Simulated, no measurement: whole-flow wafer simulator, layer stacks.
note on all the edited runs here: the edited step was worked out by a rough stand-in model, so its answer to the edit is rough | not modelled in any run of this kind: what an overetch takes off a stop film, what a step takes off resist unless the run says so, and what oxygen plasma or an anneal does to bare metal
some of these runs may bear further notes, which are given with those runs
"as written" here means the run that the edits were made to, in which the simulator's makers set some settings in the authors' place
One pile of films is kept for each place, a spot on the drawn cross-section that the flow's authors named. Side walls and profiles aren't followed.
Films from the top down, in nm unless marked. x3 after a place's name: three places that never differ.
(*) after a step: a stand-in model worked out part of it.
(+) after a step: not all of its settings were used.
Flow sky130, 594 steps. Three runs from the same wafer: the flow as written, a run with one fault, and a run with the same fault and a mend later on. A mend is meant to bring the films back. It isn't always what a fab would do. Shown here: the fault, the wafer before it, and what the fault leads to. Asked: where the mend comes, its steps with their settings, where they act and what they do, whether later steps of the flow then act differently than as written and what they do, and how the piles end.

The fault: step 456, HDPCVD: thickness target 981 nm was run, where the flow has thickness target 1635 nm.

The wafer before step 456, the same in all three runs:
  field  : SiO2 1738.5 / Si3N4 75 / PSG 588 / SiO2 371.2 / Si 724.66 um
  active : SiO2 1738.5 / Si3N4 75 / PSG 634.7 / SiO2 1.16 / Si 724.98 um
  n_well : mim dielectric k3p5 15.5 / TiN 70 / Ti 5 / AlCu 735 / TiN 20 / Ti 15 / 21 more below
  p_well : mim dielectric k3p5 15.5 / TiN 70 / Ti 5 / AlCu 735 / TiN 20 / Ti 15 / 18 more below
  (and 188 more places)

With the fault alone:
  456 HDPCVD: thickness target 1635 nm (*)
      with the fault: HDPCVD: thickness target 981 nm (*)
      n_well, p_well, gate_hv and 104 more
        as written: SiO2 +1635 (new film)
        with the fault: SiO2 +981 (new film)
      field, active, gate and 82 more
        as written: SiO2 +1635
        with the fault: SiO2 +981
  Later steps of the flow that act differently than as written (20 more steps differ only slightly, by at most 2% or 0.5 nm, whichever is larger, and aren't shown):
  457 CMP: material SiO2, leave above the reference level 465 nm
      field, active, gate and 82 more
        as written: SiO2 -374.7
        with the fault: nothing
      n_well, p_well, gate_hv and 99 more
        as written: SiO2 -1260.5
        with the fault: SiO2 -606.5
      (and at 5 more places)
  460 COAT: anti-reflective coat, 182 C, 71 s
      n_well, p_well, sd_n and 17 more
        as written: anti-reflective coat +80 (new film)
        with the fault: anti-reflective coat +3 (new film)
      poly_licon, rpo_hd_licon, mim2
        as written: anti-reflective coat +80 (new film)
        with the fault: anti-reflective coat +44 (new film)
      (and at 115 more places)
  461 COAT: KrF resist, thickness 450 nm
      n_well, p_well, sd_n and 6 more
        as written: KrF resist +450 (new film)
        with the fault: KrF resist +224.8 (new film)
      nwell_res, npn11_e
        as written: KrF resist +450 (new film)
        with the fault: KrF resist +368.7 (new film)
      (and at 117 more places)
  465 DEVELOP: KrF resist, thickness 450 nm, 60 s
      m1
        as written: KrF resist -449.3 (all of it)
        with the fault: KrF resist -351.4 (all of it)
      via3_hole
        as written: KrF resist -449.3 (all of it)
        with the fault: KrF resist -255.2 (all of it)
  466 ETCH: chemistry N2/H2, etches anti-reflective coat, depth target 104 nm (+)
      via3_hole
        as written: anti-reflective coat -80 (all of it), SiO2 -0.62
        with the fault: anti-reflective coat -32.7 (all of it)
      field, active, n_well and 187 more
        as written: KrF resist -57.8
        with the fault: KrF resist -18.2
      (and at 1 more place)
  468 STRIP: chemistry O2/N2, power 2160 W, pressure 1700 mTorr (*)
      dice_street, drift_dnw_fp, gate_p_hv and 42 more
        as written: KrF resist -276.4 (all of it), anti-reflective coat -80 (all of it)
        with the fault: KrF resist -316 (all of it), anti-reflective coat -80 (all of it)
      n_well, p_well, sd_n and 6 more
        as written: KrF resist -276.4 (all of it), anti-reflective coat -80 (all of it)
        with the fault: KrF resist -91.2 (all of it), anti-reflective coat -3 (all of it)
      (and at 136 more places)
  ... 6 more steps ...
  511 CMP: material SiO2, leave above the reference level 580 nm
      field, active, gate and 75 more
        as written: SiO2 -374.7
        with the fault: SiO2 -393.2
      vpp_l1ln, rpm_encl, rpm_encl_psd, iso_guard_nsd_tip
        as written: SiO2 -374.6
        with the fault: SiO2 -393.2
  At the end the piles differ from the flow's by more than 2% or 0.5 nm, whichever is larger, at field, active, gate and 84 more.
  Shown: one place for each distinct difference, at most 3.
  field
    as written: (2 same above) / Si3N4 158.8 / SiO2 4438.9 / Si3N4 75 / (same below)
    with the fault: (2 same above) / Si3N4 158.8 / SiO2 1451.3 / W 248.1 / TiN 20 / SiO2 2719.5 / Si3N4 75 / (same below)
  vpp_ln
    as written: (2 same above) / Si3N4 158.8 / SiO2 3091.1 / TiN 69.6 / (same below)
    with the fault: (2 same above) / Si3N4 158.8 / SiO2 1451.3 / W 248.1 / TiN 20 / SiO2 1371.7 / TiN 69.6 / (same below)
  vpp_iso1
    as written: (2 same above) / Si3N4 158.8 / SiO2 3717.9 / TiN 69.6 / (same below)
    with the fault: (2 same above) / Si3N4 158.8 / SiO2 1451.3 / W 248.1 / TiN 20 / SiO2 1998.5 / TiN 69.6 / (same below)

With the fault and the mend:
  The mend comes after step 456.
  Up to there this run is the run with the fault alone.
  456a HDPCVD: thickness target 654 nm (*) (the flow's step 456 once more, with other settings)
      field, active, n_well and 189 more
        SiO2 +654
  No later step of the flow acts differently than as written at any place that is followed.
  At the end the piles are the same as the flow's at every place that both follow.
